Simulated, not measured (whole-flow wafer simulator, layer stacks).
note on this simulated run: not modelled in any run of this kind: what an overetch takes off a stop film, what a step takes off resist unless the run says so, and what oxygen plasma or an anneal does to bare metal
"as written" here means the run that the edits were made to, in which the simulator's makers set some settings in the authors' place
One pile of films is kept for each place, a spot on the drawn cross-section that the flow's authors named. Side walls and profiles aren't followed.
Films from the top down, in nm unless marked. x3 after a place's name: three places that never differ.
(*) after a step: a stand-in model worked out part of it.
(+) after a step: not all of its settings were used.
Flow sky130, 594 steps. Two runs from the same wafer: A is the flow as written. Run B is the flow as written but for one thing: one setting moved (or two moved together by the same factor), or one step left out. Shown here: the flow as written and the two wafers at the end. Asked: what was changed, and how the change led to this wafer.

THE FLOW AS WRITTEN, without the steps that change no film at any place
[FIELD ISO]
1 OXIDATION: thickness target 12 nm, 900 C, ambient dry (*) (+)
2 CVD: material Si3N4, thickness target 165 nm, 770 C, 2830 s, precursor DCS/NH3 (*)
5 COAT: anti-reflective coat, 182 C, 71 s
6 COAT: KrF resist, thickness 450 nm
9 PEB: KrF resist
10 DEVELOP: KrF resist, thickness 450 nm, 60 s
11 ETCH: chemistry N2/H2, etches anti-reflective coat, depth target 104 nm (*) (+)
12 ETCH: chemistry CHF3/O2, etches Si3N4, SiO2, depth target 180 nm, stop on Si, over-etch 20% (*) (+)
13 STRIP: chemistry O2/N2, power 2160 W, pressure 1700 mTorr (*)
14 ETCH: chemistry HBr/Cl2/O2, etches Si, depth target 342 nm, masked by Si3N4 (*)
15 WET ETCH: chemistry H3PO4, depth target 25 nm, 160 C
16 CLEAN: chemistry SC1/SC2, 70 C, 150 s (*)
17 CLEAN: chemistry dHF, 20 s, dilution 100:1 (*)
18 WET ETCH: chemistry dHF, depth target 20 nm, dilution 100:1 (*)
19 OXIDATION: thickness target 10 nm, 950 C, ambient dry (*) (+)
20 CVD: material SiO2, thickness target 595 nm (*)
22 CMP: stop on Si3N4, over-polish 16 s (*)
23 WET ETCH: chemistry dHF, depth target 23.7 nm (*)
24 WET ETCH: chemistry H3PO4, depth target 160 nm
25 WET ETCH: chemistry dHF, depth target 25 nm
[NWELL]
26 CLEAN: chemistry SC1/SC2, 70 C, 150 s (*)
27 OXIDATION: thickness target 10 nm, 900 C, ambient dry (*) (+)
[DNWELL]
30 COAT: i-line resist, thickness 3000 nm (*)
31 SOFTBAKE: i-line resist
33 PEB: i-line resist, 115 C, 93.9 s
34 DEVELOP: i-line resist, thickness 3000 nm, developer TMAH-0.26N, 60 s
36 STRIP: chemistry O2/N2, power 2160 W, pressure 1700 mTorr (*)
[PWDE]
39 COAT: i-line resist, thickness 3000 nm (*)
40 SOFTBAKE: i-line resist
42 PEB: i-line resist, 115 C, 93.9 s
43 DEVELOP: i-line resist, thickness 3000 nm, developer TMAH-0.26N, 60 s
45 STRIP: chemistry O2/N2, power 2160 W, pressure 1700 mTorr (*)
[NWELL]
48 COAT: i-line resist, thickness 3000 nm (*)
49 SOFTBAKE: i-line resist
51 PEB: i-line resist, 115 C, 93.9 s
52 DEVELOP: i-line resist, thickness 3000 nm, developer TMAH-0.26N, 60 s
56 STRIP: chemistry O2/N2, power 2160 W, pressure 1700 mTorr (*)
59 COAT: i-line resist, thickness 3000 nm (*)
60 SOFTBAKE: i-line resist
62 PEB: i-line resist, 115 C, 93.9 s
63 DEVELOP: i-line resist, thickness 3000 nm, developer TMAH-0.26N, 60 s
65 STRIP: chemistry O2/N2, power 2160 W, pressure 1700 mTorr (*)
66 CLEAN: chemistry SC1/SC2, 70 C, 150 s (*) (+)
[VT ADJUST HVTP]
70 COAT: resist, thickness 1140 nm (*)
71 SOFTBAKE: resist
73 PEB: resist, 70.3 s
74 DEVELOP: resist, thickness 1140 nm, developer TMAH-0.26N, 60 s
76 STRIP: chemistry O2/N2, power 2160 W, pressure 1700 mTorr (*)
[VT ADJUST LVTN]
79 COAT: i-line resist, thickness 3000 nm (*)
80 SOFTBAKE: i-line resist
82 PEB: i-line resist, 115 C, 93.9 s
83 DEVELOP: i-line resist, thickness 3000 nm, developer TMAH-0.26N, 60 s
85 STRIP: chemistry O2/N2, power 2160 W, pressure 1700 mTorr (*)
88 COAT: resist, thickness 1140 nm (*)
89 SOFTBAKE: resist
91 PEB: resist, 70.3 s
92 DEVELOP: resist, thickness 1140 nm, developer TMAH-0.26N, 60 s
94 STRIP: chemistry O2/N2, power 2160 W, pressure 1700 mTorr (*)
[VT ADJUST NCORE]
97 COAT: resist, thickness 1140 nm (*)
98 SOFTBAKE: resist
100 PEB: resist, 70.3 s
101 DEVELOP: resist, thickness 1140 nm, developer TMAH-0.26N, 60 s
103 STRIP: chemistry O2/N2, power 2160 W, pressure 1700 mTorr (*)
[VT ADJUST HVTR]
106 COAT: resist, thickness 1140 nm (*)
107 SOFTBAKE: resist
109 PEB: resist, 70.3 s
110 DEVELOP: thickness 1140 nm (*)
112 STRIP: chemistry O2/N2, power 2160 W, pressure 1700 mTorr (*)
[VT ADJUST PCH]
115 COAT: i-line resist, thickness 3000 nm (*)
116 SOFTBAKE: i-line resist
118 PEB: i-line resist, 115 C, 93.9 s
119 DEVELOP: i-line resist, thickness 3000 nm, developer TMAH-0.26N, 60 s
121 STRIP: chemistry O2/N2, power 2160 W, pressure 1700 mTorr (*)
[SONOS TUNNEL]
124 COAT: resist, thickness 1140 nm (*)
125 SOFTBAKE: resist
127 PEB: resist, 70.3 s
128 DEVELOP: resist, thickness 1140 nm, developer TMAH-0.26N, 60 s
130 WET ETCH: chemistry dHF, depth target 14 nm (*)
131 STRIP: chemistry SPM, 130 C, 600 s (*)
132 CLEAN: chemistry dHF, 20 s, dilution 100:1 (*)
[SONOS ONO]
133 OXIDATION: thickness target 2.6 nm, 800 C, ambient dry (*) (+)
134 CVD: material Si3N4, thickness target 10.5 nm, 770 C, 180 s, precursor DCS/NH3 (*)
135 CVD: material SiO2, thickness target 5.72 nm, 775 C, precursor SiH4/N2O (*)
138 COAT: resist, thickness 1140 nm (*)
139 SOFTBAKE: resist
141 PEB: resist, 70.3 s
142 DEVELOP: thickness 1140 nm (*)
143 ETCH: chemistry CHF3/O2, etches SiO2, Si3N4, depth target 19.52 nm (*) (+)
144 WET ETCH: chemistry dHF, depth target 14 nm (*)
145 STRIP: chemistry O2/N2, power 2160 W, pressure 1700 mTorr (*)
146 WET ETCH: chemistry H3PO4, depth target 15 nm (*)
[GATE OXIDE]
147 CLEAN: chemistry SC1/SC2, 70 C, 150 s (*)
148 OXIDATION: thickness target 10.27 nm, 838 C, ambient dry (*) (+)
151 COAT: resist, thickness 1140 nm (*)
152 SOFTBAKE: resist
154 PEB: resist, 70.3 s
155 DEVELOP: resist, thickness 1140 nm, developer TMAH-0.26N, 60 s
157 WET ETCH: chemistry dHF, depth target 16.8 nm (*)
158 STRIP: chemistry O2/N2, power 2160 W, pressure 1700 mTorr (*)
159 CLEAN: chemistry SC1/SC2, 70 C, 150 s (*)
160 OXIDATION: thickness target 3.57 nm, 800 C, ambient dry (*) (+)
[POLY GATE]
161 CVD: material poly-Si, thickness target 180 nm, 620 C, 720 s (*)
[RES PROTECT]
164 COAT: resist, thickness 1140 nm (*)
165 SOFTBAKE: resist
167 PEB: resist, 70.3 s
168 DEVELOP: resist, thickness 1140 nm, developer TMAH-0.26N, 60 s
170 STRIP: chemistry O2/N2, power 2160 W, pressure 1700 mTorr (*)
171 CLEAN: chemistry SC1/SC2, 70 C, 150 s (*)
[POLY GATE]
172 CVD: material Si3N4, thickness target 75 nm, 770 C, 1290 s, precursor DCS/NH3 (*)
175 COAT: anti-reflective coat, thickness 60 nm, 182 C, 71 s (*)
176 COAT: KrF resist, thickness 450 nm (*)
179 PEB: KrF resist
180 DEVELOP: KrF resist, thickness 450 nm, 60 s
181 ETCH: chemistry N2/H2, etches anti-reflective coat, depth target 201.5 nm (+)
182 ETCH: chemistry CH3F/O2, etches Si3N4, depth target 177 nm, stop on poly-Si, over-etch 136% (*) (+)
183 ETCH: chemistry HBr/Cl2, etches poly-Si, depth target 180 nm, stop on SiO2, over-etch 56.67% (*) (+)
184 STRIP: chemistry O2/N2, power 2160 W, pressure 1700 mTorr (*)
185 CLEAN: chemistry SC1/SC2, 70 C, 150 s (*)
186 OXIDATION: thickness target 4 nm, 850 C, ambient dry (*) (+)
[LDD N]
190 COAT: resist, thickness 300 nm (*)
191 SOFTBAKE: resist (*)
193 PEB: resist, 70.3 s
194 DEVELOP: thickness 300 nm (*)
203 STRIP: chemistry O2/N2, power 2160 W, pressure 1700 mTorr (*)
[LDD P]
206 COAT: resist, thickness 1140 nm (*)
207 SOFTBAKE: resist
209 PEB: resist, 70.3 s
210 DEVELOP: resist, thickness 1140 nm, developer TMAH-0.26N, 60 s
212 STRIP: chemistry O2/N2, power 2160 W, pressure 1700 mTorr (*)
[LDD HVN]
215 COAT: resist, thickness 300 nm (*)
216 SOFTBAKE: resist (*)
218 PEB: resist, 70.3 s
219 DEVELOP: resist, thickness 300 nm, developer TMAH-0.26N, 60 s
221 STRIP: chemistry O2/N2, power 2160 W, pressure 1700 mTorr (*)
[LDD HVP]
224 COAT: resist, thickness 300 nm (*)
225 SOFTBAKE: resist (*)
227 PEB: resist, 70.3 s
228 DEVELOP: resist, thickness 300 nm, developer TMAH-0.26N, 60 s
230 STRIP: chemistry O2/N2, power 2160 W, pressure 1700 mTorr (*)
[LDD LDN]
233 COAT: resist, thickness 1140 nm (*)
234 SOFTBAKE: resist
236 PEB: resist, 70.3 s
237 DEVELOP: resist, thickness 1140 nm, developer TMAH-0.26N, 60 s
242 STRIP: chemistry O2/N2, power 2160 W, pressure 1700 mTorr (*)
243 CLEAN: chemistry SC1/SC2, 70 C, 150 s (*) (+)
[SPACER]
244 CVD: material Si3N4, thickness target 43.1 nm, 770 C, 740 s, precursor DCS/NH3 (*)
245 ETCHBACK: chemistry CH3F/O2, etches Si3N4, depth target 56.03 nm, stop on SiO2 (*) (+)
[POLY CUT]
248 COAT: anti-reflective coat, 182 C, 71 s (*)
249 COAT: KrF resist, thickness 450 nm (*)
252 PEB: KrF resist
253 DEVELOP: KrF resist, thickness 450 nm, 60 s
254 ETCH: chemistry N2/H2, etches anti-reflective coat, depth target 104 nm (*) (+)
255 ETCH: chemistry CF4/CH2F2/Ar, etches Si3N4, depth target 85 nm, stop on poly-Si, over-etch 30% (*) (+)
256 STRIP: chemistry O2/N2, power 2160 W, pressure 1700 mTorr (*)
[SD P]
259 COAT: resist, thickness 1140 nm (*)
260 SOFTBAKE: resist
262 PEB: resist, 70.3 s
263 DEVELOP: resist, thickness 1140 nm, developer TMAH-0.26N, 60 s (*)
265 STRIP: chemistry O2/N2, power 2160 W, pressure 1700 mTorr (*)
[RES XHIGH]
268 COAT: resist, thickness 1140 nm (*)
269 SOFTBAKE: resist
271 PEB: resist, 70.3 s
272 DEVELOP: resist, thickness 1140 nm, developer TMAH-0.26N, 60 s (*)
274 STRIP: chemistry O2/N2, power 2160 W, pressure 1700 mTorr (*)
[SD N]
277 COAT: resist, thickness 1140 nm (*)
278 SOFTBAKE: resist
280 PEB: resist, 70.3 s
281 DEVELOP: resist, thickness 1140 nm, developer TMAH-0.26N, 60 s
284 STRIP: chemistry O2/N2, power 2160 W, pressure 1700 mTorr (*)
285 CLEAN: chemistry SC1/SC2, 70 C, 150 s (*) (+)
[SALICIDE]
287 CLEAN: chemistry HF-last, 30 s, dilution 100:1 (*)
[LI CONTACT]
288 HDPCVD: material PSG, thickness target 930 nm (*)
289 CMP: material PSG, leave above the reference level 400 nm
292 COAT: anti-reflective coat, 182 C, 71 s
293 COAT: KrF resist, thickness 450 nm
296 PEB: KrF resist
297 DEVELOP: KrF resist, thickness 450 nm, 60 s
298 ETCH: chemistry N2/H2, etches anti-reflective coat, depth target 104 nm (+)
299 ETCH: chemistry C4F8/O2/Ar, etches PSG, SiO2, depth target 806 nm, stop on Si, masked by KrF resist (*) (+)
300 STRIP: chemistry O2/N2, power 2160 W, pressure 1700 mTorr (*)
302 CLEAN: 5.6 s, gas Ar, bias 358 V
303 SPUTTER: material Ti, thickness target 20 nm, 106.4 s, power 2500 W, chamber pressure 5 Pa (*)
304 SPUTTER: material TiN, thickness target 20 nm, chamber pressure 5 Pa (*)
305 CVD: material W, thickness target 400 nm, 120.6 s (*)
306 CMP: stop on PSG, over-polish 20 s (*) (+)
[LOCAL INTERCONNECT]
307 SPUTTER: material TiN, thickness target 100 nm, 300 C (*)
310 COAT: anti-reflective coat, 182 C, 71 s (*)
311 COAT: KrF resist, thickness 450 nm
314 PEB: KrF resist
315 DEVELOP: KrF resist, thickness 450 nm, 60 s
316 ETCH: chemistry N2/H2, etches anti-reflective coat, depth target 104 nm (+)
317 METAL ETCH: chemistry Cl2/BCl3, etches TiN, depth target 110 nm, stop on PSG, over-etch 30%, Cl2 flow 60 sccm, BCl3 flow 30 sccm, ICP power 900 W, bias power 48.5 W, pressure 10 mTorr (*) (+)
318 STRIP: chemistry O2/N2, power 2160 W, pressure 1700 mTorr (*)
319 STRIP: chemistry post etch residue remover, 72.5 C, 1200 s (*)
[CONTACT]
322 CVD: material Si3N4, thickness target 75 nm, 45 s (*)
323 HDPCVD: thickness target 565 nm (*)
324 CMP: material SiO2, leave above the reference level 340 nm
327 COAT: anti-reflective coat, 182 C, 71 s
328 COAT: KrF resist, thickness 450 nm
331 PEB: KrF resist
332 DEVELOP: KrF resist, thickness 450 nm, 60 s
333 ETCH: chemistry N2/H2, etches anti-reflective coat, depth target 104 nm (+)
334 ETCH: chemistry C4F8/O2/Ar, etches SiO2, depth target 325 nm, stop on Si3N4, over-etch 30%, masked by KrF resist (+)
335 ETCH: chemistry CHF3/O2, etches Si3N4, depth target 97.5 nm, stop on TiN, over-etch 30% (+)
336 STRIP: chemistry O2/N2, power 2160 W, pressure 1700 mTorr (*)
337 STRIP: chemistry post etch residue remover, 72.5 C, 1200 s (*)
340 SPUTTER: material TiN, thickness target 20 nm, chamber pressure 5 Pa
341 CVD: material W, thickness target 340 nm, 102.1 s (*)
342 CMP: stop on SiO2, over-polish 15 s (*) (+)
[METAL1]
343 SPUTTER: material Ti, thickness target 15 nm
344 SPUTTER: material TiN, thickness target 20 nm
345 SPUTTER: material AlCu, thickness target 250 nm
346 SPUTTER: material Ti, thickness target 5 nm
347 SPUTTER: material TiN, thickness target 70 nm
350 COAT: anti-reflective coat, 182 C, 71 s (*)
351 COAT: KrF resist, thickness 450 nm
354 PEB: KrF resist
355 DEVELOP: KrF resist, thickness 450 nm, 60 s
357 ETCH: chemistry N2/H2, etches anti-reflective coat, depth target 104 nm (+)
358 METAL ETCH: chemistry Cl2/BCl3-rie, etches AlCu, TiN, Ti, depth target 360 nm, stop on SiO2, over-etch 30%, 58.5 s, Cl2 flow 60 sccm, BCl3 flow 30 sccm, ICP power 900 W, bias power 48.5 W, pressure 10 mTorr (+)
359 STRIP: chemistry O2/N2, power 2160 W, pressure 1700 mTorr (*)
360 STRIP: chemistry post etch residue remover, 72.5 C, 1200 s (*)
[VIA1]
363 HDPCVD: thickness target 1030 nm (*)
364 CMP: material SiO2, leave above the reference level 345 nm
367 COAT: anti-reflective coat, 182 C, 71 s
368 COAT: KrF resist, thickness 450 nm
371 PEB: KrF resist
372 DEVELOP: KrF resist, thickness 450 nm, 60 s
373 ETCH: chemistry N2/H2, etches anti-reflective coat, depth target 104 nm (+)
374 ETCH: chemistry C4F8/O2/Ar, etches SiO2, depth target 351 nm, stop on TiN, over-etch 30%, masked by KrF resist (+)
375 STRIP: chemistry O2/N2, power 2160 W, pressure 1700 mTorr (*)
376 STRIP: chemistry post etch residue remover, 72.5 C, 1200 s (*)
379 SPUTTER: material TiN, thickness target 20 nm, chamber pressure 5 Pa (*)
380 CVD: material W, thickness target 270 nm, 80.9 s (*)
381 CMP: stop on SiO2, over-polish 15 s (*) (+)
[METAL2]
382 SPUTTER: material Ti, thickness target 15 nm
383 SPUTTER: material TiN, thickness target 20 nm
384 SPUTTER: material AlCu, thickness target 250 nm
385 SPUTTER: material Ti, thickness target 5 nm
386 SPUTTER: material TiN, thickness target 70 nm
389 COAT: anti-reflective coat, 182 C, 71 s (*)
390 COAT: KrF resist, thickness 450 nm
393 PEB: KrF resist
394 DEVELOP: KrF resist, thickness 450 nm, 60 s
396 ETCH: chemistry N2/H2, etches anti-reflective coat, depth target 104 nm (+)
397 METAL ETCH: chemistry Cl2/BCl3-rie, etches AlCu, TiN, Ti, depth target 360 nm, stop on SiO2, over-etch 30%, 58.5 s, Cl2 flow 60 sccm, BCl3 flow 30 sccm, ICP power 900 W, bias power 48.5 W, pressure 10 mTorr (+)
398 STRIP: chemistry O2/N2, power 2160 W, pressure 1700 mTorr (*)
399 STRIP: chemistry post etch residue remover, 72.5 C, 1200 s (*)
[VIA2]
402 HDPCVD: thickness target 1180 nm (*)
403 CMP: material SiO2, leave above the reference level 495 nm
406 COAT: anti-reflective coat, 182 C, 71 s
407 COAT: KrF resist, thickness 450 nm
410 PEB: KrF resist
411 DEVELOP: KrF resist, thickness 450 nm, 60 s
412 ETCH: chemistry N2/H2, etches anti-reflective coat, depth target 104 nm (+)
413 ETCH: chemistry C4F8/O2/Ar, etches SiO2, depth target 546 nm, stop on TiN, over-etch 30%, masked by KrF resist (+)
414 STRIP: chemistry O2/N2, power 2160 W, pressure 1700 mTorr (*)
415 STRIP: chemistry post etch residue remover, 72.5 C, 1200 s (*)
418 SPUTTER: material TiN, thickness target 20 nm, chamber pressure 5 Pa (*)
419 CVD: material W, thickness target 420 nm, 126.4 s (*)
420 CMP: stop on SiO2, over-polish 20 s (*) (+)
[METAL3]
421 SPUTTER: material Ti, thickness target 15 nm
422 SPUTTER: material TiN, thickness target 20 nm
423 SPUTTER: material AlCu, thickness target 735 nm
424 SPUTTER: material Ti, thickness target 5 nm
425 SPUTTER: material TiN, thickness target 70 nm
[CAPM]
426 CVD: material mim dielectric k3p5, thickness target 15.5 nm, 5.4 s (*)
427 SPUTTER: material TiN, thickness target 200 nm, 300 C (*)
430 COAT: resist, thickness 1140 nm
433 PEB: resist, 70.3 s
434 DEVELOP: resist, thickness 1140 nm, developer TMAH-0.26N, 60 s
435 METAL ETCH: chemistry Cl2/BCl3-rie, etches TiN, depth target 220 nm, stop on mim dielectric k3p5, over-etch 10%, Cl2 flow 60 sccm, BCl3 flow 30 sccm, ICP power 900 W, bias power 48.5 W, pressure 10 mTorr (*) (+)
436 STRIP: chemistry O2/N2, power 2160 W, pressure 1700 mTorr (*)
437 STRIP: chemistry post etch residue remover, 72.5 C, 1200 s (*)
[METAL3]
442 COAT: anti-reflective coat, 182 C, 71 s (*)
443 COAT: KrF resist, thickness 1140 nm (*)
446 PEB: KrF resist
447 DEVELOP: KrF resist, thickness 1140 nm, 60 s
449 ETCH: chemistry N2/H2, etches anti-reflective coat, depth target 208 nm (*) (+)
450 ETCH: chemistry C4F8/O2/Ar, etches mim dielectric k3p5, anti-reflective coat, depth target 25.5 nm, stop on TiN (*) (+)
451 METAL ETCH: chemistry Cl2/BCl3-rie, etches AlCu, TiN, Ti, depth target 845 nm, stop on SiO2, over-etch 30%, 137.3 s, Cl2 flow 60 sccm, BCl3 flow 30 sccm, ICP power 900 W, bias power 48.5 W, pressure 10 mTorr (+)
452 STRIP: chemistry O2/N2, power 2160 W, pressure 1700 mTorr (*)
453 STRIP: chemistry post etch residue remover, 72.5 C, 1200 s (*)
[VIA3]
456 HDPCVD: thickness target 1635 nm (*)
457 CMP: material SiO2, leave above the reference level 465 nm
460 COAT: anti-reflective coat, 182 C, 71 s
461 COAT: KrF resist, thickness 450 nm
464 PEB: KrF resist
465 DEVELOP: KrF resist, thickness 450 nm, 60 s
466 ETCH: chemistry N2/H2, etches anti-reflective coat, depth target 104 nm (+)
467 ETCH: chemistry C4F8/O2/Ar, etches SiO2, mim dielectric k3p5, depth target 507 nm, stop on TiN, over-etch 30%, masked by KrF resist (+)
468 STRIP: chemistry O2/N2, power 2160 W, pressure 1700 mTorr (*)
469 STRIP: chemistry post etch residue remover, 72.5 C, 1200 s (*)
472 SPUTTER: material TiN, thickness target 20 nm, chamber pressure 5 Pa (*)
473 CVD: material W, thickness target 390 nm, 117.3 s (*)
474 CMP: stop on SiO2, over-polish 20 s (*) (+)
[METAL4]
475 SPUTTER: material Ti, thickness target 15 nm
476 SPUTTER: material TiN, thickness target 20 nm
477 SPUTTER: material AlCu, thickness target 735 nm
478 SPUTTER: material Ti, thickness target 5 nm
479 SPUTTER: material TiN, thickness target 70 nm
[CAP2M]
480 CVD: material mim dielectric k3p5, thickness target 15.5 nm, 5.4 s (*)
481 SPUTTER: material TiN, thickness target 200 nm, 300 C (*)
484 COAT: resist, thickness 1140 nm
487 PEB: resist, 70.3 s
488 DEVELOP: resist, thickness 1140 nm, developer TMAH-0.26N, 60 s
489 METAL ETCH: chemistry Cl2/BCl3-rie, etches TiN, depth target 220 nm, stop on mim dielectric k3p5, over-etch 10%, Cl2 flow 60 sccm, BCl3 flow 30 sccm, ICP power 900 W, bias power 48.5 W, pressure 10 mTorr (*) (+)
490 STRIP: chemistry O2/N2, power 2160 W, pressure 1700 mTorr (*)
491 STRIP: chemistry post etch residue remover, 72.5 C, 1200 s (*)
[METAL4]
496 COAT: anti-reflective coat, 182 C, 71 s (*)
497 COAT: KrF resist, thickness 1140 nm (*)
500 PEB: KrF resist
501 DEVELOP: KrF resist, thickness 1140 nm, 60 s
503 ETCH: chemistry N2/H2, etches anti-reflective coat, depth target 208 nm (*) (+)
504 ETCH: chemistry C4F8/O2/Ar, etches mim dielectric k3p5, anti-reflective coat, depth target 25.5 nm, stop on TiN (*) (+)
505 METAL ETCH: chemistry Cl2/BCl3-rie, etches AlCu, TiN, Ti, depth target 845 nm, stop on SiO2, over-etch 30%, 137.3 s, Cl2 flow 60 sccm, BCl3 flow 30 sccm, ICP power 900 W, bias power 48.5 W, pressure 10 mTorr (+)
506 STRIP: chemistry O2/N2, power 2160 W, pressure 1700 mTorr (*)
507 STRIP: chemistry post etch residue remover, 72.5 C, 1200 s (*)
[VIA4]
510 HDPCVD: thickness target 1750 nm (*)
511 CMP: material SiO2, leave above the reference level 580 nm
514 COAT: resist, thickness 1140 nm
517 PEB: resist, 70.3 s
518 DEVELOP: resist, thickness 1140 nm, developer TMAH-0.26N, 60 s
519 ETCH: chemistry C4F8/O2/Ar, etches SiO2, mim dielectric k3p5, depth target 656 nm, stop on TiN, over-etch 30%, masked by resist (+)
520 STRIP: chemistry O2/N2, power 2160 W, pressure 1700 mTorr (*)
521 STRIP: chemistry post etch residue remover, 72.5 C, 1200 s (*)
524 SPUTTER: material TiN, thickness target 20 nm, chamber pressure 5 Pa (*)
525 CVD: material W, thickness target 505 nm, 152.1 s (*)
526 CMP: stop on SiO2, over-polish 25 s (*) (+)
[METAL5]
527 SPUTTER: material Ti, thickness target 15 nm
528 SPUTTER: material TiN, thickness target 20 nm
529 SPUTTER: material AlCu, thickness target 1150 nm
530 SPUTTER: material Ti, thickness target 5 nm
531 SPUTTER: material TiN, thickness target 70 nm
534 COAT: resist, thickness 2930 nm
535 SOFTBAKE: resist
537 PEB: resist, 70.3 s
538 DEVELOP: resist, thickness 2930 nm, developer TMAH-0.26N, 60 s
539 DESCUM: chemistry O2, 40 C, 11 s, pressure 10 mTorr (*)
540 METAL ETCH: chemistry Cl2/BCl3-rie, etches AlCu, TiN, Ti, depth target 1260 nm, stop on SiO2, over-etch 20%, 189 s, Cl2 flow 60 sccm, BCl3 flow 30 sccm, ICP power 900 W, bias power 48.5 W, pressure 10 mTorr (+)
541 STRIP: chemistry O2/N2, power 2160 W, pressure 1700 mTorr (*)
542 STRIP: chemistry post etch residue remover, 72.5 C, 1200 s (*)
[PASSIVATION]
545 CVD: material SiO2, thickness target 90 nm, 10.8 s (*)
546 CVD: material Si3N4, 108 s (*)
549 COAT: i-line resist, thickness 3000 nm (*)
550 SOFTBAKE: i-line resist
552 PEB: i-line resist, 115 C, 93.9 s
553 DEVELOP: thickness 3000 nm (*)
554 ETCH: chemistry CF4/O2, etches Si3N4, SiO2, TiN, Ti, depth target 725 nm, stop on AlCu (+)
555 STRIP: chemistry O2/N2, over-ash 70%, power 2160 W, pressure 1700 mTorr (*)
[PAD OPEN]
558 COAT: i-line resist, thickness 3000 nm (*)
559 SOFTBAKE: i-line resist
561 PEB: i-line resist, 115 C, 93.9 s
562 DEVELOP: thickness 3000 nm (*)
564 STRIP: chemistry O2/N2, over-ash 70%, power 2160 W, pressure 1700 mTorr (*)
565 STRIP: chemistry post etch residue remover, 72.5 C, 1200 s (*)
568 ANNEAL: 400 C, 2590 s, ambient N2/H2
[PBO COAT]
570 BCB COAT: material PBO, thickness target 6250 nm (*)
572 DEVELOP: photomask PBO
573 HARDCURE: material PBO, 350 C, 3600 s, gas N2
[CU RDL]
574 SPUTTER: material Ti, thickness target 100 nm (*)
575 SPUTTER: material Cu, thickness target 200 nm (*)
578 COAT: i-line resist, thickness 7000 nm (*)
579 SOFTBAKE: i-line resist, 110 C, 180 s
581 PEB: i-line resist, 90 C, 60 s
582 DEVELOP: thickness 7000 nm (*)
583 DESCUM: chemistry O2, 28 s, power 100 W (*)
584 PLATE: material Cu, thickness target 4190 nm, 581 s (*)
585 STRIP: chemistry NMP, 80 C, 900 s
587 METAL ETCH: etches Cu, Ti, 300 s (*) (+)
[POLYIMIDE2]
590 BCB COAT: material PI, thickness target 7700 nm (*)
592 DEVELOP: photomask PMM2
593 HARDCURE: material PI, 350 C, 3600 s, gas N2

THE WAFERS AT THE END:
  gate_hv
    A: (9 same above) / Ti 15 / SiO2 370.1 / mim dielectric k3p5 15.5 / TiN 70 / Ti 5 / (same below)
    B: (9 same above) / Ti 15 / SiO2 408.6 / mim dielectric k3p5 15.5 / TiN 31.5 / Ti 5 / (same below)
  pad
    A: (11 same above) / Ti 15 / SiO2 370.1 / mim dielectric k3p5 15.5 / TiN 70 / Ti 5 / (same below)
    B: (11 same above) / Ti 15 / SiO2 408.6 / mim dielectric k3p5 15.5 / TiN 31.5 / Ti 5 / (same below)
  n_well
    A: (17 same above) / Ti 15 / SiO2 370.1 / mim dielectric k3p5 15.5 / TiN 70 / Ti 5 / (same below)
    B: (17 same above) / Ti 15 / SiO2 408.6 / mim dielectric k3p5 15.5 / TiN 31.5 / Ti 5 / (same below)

The cause: step 425, SPUTTER: thickness target 31.5 nm was run, where the flow has thickness target 70 nm.
It can be read off the wafer: gate_hv has TiN 31.5, and step 425 as written asks for 70 nm.

How the change led to this, step by step:
  425 SPUTTER: material TiN, thickness target 70 nm
      field, active, n_well and 188 more: A TiN +70 (new film) | B TiN +31.5 (new film)
  451 METAL ETCH: chemistry Cl2/BCl3-rie, etches AlCu, TiN, Ti, depth target 845 nm, stop on SiO2, over-etch 30%, 137.3 s, Cl2 flow 60 sccm, BCl3 flow 30 sccm, ICP power 900 W, bias power 48.5 W, pressure 10 mTorr (+)
      field, gate, spacer and 68 more: A TiN -70 (all of it), Ti -5 (all of it), AlCu -735 (all of it), TiN -20 (all of it), Ti -15 (all of it), SiO2 -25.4 | B TiN -31.5 (all of it), Ti -5 (all of it), AlCu -735 (all of it), TiN -20 (all of it), Ti -15 (all of it), SiO2 -29.2
      active, vpp_ln, vpp_iso2 and 11 more: A TiN -70 (all of it), Ti -5 (all of it), AlCu -735 (all of it), TiN -20 (all of it), Ti -15 (all of it), SiO2 -25.3 | B TiN -31.5 (all of it), Ti -5 (all of it), AlCu -735 (all of it), TiN -20 (all of it), Ti -15 (all of it), SiO2 -29.2
  457 CMP: material SiO2, leave above the reference level 465 nm
      n_well, p_well, gate_hv and 99 more: A SiO2 -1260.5 | B SiO2 -1222
      mim, mim_edge_plate_strap, mim_edge_plate: A SiO2 -1459.7 | B SiO2 -1421.2
      (and at 2 more places)
  467 ETCH: chemistry C4F8/O2/Ar, etches SiO2, mim dielectric k3p5, depth target 507 nm, stop on TiN, over-etch 30%, masked by KrF resist (+)
      m1: A SiO2 -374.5 (all of it), mim dielectric k3p5 -15.5 (all of it) | B SiO2 -413 (all of it), mim dielectric k3p5 -15.5 (all of it)
      via3_hole: A SiO2 -373.9 (all of it), mim dielectric k3p5 -15.5 (all of it) | B SiO2 -412.4 (all of it), mim dielectric k3p5 -15.5 (all of it)
  473 CVD: material W, thickness target 390 nm, 117.3 s (*)
      m1: A W +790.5 (new film) | B W +829.5 (new film)
      via3_hole: A W +789.9 (new film) | B W +828.9 (new film)
